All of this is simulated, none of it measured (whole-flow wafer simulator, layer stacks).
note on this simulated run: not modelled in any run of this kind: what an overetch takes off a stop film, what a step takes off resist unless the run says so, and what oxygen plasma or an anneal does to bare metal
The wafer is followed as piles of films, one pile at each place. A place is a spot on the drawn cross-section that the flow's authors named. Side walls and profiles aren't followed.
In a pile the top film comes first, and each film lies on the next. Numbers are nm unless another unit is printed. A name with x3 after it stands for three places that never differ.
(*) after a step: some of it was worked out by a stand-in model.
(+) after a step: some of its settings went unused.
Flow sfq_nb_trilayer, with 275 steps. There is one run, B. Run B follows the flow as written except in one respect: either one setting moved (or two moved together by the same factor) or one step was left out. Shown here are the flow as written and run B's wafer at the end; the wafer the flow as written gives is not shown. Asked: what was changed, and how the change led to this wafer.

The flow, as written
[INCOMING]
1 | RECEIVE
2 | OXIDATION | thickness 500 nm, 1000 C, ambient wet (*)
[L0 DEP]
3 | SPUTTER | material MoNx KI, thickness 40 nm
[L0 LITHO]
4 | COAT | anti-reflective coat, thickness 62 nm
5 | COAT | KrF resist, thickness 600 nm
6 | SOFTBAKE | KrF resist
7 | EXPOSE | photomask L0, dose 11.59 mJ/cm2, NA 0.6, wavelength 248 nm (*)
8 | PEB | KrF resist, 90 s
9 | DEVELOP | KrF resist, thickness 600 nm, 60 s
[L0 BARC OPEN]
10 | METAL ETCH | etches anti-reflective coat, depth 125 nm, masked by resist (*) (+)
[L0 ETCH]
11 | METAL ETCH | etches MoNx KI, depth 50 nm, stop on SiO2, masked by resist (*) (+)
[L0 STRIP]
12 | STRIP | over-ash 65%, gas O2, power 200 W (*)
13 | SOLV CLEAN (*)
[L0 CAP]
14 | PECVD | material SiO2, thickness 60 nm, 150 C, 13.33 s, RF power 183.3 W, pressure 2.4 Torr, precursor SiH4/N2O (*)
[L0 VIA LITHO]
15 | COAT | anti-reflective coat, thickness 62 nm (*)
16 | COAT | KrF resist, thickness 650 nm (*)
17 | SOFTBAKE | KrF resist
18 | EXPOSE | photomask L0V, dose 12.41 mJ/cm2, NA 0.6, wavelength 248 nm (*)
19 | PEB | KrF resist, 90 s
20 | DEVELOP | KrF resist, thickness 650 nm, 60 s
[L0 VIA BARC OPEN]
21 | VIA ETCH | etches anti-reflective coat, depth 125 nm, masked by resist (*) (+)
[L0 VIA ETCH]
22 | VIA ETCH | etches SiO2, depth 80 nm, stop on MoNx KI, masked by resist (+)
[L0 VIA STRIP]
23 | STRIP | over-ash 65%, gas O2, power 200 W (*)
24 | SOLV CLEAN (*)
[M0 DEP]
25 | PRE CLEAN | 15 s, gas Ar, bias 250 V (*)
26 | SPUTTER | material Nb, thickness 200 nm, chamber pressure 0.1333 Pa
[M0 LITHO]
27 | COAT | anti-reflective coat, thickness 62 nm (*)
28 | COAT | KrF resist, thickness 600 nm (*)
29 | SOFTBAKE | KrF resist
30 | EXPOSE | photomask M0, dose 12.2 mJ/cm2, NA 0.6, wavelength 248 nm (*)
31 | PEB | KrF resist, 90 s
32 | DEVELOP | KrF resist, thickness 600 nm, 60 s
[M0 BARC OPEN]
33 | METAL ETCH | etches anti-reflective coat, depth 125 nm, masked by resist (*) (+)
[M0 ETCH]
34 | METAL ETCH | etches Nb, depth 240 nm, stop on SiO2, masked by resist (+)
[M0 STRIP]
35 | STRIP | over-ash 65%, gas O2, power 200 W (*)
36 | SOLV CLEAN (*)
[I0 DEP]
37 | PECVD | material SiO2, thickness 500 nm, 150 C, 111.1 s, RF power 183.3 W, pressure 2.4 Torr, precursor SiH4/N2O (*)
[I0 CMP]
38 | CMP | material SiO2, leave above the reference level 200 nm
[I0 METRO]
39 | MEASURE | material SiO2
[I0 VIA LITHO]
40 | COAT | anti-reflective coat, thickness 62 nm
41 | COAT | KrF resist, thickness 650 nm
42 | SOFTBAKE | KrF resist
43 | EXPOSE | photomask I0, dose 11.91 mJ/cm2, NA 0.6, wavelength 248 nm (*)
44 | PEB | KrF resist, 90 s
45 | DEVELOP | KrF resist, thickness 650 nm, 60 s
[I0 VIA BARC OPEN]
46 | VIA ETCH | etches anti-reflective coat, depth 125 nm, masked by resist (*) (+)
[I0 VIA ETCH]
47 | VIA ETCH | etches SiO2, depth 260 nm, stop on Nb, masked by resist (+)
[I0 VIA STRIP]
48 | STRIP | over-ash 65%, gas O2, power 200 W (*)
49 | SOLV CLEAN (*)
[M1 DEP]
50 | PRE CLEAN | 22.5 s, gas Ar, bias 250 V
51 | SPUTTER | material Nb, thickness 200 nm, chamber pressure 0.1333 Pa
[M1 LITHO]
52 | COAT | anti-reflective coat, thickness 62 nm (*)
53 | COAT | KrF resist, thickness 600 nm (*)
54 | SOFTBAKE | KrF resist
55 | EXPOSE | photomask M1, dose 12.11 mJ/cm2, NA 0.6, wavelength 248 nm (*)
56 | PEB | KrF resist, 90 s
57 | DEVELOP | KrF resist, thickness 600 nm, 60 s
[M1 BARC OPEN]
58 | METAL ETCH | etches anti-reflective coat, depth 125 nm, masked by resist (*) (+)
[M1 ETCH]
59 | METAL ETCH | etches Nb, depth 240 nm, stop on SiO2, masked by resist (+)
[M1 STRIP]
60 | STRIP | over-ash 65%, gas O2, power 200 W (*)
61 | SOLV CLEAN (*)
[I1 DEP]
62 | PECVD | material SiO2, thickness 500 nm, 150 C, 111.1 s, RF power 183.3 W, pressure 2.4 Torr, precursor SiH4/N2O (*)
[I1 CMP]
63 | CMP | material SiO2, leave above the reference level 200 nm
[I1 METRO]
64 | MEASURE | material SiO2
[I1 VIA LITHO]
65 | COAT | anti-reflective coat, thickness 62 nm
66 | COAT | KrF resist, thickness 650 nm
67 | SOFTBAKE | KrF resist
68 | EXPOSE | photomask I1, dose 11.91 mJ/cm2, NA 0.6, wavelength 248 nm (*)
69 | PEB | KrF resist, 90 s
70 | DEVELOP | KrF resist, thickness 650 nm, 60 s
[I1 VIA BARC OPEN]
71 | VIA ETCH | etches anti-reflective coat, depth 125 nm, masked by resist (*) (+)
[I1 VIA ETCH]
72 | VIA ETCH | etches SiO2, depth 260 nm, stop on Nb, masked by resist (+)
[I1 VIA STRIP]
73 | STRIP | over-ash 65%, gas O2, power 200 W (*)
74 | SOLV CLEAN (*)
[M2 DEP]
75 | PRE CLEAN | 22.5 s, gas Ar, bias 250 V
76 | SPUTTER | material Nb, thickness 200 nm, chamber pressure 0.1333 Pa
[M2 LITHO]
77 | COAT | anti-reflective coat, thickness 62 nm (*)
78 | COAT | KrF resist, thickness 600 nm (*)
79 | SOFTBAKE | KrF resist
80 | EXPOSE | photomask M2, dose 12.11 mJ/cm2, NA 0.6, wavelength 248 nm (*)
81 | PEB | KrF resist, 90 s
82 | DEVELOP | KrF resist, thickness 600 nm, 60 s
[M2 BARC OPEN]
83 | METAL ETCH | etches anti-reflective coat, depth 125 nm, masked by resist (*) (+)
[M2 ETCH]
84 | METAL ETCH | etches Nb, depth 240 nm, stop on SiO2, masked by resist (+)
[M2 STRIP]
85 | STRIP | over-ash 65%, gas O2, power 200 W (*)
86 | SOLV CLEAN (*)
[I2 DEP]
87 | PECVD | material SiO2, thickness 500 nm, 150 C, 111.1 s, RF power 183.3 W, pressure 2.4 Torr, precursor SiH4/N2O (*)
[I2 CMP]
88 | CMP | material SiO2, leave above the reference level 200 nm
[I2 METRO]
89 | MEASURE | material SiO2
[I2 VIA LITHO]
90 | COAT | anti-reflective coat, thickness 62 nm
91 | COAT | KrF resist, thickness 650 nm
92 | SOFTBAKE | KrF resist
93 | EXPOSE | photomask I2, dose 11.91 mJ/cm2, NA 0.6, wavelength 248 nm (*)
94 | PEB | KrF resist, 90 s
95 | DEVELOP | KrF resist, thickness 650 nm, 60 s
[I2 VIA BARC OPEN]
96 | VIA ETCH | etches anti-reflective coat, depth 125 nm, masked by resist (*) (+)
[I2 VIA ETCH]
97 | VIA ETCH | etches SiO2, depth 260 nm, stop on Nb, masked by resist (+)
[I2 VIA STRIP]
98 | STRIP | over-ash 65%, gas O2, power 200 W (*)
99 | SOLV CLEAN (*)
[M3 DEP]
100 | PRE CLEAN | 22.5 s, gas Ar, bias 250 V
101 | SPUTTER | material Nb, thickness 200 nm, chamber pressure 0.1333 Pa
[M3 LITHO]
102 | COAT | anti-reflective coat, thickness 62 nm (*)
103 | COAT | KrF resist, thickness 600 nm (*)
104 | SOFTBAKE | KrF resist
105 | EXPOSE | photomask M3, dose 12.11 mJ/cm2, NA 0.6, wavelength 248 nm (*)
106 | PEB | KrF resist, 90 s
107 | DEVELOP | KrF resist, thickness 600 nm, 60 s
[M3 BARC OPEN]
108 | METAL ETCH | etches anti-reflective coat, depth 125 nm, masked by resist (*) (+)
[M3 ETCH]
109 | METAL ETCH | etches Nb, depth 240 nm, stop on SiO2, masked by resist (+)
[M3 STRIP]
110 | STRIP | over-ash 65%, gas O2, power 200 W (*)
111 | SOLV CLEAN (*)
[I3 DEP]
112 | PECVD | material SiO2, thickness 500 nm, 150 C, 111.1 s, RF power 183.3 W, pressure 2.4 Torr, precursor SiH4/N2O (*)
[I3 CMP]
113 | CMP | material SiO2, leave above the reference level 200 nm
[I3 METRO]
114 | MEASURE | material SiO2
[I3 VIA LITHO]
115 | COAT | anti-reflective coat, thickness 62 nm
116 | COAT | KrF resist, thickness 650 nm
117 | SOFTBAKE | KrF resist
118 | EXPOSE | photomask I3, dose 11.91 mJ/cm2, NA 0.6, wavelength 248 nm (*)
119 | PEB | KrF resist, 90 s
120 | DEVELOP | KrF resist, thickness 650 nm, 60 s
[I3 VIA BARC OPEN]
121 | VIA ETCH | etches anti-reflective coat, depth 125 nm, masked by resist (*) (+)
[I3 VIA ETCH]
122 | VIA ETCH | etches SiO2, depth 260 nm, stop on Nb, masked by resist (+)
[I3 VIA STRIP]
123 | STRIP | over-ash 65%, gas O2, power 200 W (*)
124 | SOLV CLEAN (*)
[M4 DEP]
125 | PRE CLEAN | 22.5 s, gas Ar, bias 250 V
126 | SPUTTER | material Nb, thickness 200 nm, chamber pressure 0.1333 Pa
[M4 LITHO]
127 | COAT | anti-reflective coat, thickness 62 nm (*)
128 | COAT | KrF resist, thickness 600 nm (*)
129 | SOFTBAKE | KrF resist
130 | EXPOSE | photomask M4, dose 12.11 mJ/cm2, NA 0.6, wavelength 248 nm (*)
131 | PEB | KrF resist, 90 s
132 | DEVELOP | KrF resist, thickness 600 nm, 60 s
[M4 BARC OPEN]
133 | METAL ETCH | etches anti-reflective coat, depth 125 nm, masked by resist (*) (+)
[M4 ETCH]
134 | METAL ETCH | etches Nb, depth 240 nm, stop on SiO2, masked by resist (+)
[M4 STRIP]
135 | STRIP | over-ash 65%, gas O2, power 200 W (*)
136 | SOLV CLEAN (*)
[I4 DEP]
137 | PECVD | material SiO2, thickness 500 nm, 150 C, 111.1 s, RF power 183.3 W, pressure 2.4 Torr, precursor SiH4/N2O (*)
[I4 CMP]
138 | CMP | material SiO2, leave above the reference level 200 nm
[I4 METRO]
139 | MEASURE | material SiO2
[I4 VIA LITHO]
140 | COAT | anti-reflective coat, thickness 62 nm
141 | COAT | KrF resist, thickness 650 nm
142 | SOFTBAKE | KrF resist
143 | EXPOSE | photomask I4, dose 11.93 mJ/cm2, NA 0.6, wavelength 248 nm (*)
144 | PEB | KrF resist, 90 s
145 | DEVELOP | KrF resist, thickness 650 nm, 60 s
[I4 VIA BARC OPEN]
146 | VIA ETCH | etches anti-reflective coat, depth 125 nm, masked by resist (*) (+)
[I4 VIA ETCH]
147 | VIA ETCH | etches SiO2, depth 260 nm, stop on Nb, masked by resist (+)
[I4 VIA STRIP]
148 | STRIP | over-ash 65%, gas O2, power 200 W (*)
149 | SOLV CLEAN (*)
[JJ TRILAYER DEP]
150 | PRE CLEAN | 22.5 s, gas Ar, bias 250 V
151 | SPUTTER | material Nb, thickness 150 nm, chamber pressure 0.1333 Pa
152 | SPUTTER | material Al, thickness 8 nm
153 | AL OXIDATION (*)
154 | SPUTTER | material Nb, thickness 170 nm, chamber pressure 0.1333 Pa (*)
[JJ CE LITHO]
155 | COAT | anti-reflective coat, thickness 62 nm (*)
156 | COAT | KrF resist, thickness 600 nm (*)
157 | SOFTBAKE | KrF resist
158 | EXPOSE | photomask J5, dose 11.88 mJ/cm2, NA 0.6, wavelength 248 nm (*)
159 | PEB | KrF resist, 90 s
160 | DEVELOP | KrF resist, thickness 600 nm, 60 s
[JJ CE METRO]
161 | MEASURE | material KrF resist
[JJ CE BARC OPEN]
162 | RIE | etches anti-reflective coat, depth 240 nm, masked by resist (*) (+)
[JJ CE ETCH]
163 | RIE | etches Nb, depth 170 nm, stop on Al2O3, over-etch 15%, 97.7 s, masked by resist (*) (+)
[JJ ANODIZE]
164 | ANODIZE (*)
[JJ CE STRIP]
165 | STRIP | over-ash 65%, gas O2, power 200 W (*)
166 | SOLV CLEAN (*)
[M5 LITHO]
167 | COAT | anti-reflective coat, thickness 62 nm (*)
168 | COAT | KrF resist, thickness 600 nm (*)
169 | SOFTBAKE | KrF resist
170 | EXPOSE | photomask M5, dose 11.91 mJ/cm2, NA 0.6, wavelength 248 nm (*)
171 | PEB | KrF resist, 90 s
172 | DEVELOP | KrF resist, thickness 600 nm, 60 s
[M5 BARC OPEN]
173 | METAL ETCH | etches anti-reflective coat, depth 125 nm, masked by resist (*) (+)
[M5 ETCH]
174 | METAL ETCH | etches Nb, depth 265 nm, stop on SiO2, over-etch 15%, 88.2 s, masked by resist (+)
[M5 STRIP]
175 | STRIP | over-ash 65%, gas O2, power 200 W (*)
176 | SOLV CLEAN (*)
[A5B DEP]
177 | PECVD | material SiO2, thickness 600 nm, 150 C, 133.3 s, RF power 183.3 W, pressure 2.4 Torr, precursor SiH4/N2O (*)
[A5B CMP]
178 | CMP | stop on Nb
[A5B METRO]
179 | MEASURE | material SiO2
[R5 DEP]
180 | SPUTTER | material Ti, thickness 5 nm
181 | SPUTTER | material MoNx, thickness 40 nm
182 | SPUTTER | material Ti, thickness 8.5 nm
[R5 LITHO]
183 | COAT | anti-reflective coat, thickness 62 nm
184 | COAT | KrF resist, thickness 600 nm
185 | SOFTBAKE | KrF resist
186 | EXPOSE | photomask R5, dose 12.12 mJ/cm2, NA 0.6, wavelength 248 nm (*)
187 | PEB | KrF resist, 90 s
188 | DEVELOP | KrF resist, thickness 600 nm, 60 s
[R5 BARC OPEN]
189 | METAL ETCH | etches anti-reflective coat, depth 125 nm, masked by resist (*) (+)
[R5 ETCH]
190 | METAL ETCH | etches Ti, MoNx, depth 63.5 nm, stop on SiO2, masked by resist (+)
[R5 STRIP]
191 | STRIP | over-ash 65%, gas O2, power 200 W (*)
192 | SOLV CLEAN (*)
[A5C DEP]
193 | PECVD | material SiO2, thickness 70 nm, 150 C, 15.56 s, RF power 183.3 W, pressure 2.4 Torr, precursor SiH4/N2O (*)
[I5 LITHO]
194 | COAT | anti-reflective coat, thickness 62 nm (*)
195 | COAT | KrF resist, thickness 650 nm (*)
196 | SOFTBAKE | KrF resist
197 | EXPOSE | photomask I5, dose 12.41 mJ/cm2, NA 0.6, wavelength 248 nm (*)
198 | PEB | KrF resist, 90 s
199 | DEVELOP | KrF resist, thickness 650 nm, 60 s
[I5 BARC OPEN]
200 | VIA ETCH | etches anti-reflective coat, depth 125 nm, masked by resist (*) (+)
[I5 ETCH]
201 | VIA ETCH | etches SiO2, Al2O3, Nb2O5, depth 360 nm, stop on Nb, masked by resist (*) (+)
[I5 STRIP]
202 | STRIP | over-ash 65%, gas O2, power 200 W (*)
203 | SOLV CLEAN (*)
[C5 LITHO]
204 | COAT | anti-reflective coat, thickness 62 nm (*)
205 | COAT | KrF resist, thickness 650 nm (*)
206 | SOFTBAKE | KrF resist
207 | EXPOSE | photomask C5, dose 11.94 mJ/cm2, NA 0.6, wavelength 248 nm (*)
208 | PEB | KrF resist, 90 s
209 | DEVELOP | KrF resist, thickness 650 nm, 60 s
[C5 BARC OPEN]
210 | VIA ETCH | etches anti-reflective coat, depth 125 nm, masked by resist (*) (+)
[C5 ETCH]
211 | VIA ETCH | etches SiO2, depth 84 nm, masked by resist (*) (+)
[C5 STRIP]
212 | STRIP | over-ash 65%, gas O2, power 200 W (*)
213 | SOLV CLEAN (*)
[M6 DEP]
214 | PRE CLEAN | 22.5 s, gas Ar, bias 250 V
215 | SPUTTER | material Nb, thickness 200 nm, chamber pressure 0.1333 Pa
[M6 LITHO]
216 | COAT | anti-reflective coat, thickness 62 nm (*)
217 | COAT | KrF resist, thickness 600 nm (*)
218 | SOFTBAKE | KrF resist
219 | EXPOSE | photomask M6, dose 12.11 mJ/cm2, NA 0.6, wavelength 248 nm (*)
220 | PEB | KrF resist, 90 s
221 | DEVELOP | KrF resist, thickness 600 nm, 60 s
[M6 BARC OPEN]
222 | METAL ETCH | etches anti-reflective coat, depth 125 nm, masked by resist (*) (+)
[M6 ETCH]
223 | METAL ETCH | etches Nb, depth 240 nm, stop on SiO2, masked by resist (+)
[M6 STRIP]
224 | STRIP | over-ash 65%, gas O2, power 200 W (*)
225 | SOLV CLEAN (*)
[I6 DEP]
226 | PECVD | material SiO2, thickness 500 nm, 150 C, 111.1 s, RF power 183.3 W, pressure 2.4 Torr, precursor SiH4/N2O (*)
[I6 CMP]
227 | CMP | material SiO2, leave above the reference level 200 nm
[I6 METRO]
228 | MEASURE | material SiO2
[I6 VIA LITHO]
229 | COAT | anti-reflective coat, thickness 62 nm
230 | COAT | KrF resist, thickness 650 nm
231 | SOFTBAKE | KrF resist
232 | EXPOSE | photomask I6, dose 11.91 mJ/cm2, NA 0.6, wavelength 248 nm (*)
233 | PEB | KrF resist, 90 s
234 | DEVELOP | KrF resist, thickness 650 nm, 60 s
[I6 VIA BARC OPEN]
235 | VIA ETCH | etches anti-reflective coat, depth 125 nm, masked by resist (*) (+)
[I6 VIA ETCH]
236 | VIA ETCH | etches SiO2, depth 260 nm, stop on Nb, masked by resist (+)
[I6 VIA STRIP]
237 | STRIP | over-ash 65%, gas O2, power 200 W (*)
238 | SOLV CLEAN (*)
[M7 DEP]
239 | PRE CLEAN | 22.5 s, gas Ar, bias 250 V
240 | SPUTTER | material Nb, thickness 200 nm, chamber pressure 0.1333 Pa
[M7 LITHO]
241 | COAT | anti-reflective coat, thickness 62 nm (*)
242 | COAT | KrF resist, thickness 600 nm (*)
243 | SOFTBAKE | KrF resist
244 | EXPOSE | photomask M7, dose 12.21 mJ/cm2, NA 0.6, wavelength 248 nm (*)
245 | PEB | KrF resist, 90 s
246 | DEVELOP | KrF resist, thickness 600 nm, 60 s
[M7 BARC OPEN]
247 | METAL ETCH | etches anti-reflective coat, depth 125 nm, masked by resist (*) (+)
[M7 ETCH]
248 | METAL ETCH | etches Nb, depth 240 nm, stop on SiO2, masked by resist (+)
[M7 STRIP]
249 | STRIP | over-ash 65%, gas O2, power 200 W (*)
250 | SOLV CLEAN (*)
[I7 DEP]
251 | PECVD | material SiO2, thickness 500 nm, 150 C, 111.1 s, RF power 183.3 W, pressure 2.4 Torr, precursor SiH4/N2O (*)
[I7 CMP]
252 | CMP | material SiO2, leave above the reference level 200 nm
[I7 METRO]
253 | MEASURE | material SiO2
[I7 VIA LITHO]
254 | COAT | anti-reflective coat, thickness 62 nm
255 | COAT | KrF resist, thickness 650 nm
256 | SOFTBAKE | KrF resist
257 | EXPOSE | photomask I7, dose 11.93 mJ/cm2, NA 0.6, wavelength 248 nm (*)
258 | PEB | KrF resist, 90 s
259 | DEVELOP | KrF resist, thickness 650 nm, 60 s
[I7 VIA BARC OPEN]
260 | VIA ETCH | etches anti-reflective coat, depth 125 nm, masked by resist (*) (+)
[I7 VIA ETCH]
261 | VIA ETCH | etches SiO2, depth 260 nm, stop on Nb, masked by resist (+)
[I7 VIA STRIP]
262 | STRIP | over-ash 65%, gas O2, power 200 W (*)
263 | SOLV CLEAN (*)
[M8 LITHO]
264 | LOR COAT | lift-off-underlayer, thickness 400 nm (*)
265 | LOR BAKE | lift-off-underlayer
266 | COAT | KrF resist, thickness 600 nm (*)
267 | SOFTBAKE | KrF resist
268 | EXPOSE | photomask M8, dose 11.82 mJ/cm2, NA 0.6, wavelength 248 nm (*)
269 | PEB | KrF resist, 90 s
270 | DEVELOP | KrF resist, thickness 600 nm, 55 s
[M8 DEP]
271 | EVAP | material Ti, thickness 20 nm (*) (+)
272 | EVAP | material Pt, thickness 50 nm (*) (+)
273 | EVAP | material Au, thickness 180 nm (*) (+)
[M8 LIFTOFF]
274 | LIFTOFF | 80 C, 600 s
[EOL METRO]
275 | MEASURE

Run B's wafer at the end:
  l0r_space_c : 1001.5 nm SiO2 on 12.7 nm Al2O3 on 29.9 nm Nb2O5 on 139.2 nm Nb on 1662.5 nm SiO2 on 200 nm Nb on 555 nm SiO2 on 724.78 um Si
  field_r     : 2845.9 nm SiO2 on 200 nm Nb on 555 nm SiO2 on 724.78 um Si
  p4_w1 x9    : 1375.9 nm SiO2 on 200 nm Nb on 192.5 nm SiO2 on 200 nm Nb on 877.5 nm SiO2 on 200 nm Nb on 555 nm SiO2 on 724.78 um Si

What caused this: step 51, SPUTTER: thickness 100 nm was run, while the flow as written has thickness 200 nm.

How this came from the change, step by step:
  51 | SPUTTER | material Nb, thickness 200 nm, chamber pressure 0.1333 Pa
      field_l, v_sur, via_wl and 102 more: +100 Nb (new film) (in the flow as written it would be: +200 Nb (new film))
      via_w: +88.1 Nb (in the flow as written it would be: +174.5 Nb)
  52 | COAT | anti-reflective coat, thickness 62 nm (*)
      via_wl: +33 anti-reflective coat (new film) (in the flow as written it would be: +33.8 anti-reflective coat (new film))
      via_w: +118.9 anti-reflective coat (new film) (in the flow as written it would be: +123.1 anti-reflective coat (new film))
      (as well as at 1 more place)
  59 | METAL ETCH | etches Nb, depth 240 nm, stop on SiO2, masked by resist (+)
      field_l, be, be_sur and 79 more: -100 Nb (all of it) (in the flow as written it would be: -200 Nb (all of it))
      v_sur, via_wl, via_w and 21 more: -88.2 KrF resist (in the flow as written it would be: -141.2 KrF resist)
  60 | STRIP | over-ash 65%, gas O2, power 200 W (*)
      wl_j_sl, wl_jj, wl_j_sr and 13 more: -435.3 KrF resist (all of it), -62 anti-reflective coat (all of it) (in the flow as written it would be: -382.4 KrF resist (all of it), -62 anti-reflective coat (all of it))
      v_sur: -419.6 KrF resist (all of it), -60.9 anti-reflective coat (all of it) (in the flow as written it would be: -365.9 KrF resist (all of it), -61.1 anti-reflective coat (all of it))
      (as well as at 7 more places)
  62 | PECVD | material SiO2, thickness 500 nm, 150 C, 111.1 s, RF power 183.3 W, pressure 2.4 Torr, precursor SiH4/N2O (*)
      wl_d_sl, wl_d_sr: +500 SiO2 (in the flow as written it would be: +557.1 SiO2)
      via_w: +581.5 SiO2 (new film) (in the flow as written it would be: +606 SiO2 (new film))
  63 | CMP | material SiO2, leave above the reference level 200 nm
      field_l, be, be_sur and 72 more: -200 SiO2 (in the flow as written it would be: -100 SiO2)
      lsp_m, ln_m6, lsp_r, l0_sur, l0v: -200 SiO2 (in the flow as written it would be: -94.9 SiO2)
      (as well as at 3 more places)
